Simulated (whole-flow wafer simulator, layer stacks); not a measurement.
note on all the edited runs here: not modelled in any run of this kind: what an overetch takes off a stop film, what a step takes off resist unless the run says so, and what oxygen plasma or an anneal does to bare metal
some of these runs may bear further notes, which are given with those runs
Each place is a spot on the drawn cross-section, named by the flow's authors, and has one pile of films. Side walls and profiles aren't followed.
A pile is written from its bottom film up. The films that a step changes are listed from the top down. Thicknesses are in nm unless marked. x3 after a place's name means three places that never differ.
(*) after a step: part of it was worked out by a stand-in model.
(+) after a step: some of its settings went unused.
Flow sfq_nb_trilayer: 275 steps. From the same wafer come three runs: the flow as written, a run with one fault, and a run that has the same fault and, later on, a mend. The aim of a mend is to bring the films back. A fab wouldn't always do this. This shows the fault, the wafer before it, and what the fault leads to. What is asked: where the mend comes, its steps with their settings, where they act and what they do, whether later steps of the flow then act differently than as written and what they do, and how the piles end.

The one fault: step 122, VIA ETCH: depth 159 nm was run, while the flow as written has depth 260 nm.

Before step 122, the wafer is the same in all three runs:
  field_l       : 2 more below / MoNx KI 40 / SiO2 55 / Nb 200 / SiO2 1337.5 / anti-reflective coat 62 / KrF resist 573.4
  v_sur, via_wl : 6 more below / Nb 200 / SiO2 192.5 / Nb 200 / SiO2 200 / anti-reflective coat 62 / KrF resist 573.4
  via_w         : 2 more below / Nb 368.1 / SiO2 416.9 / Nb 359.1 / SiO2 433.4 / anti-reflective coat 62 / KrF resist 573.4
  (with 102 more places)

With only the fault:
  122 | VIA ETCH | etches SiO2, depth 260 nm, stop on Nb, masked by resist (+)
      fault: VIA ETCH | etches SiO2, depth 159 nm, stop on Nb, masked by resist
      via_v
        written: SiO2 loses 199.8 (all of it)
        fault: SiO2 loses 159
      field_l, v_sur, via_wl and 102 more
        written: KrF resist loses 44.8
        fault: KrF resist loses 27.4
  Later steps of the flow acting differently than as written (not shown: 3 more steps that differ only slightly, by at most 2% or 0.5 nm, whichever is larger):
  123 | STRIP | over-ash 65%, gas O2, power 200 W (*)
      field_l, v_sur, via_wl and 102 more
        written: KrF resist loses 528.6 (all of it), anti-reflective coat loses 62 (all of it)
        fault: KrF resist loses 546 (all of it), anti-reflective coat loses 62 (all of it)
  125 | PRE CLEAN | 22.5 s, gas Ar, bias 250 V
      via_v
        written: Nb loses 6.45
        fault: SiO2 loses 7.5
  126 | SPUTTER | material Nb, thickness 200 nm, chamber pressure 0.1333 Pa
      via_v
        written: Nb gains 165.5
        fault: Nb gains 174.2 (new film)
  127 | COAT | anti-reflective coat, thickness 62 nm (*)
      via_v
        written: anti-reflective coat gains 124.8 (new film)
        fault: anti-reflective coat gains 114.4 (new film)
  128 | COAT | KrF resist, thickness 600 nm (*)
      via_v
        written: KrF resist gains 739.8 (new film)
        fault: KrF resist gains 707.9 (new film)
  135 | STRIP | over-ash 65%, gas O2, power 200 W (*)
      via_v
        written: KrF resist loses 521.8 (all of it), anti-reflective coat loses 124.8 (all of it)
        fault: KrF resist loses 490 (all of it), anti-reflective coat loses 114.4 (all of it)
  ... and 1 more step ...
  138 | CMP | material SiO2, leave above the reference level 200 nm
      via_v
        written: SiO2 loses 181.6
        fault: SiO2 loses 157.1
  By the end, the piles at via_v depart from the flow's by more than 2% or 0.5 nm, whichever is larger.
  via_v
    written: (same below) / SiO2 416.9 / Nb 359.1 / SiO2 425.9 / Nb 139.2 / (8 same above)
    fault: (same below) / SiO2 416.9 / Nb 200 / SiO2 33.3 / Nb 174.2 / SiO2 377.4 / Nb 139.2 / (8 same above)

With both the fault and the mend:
  After step 122 comes the mend.
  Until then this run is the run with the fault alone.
  122a | VIA ETCH | etches SiO2, depth 101 nm, stop on Nb, masked by resist (+) (a further turn of the flow's step 122, with different settings)
      field_l, v_sur, via_wl and 102 more
        KrF resist loses 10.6
      via_v
        SiO2 loses 40.8 (all of it)
  Every later step of the flow that is run acts as written, at every place that is followed, to within 2% or 0.5 nm, whichever is larger.
  The piles end the same as the flow's at every place that both follow.
